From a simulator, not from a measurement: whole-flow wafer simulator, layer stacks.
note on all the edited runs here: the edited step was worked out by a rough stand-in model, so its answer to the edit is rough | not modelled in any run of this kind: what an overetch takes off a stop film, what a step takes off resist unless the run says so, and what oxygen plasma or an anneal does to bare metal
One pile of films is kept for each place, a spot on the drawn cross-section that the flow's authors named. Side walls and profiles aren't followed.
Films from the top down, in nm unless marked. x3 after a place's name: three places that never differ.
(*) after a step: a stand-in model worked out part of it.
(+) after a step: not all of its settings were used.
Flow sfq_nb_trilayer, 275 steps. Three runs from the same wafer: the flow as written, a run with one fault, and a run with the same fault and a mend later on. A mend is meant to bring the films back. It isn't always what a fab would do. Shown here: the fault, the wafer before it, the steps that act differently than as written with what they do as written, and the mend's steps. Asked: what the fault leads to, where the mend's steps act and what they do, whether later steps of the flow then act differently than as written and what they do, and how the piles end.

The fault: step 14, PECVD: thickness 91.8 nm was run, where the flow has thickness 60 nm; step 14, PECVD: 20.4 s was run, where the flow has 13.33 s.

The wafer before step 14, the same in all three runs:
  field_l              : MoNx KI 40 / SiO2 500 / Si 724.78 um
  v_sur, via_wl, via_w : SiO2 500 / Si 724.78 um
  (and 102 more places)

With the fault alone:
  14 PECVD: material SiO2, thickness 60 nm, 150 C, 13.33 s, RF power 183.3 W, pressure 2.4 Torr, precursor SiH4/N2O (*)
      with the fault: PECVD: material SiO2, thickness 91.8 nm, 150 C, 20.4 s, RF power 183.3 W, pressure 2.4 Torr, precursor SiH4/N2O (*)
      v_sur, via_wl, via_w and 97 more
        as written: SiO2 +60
        with the fault: SiO2 +91.8
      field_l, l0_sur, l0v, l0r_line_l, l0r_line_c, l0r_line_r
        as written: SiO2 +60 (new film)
        with the fault: SiO2 +91.8 (new film)
  Later steps of the flow that act differently than as written (8 more steps differ only slightly, by at most 2% or 0.5 nm, whichever is larger, and aren't shown):
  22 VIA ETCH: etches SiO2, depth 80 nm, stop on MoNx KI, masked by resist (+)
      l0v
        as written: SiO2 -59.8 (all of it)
        with the fault: SiO2 -80
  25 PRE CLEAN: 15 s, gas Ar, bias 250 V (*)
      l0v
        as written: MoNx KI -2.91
        with the fault: SiO2 -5
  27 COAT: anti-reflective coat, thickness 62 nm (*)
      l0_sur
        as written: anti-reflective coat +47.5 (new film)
        with the fault: anti-reflective coat +45.9 (new film)
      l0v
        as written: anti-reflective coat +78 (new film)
        with the fault: anti-reflective coat +83.5 (new film)
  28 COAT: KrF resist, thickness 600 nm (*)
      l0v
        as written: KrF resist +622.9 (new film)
        with the fault: KrF resist +637.9 (new film)
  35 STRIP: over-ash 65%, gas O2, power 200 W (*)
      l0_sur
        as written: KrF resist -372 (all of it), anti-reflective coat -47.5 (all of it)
        with the fault: KrF resist -369.6 (all of it), anti-reflective coat -45.9 (all of it)
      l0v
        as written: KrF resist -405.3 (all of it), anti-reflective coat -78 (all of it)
        with the fault: KrF resist -420.2 (all of it), anti-reflective coat -83.5 (all of it)
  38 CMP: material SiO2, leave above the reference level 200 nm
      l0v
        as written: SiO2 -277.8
        with the fault: SiO2 -251.6
  At the end the piles differ from the flow's by more than 2% or 0.5 nm, whichever is larger, at field_l, v_sur, via_wl and 100 more.
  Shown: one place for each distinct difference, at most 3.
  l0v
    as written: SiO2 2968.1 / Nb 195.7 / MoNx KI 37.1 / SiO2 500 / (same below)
    with the fault: SiO2 2994.3 / Nb 191.8 / SiO2 6.65 / MoNx KI 40 / SiO2 500 / (same below)
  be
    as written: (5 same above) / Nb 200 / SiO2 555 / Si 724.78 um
    with the fault: (5 same above) / Nb 200 / SiO2 586.8 / Si 724.78 um
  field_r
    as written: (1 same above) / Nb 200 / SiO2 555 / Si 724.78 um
    with the fault: (1 same above) / Nb 200 / SiO2 586.8 / Si 724.78 um

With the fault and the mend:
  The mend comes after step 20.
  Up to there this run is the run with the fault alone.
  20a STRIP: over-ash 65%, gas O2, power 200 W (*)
      p4_fl x3, p4_w1 x9, p4_g1 x2 and 59 more
        KrF resist -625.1 (all of it), anti-reflective coat -62 (all of it)
      ce_l, c5j, ce_r, sp_r, be_r, r_sur
        KrF resist -632 (all of it), anti-reflective coat -63.7 (all of it)
      gap, jj_sur, res
        KrF resist -632.1 (all of it), anti-reflective coat -63.7 (all of it)
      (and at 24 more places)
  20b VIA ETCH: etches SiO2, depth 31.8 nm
      field_l, v_sur, via_wl and 103 more
        SiO2 -31.8
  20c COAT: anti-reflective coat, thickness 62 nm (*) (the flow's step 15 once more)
      p4_fl x3, p4_w1 x9, p4_g1 x2 and 59 more
        anti-reflective coat +62 (new film)
      be_sur, gap, jj_sur and 8 more
        anti-reflective coat +63.7 (new film)
      wire, be, moat, field_r
        anti-reflective coat +63.8 (new film)
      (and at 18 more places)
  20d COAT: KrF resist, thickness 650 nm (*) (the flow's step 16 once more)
      p4_fl x3, p4_w1 x9, p4_g1 x2 and 59 more
        KrF resist +650 (new film)
      ce_l, c5j, ce_r, sp_r, be_r
        KrF resist +656.9 (new film)
      gap, jj_sur, r_sur, res
        KrF resist +657 (new film)
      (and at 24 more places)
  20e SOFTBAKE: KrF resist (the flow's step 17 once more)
      changes no film at any place that is followed
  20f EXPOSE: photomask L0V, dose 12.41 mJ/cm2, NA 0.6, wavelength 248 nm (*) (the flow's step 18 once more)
      changes no film at any place that is followed
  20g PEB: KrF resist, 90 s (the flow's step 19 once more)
      p4_fl x3, p4_w1 x9, p4_g1 x2 and 59 more
        KrF resist -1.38
      via_v, wire, be and 15 more
        KrF resist -1.39
      v_sur, via_w, via_wr, via_sp, lsp_m, ln_m6, lsp_r
        KrF resist -1.4
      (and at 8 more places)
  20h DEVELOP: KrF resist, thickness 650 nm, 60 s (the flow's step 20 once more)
      field_l, v_sur, via_wl and 102 more
        KrF resist -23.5
      l0v
        KrF resist -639 (all of it)
  No later step of the flow acts differently than as written, at any place that is followed, by more than 2% or 0.5 nm, whichever is larger.
  At the end the piles are the same as the flow's at every place that both follow.
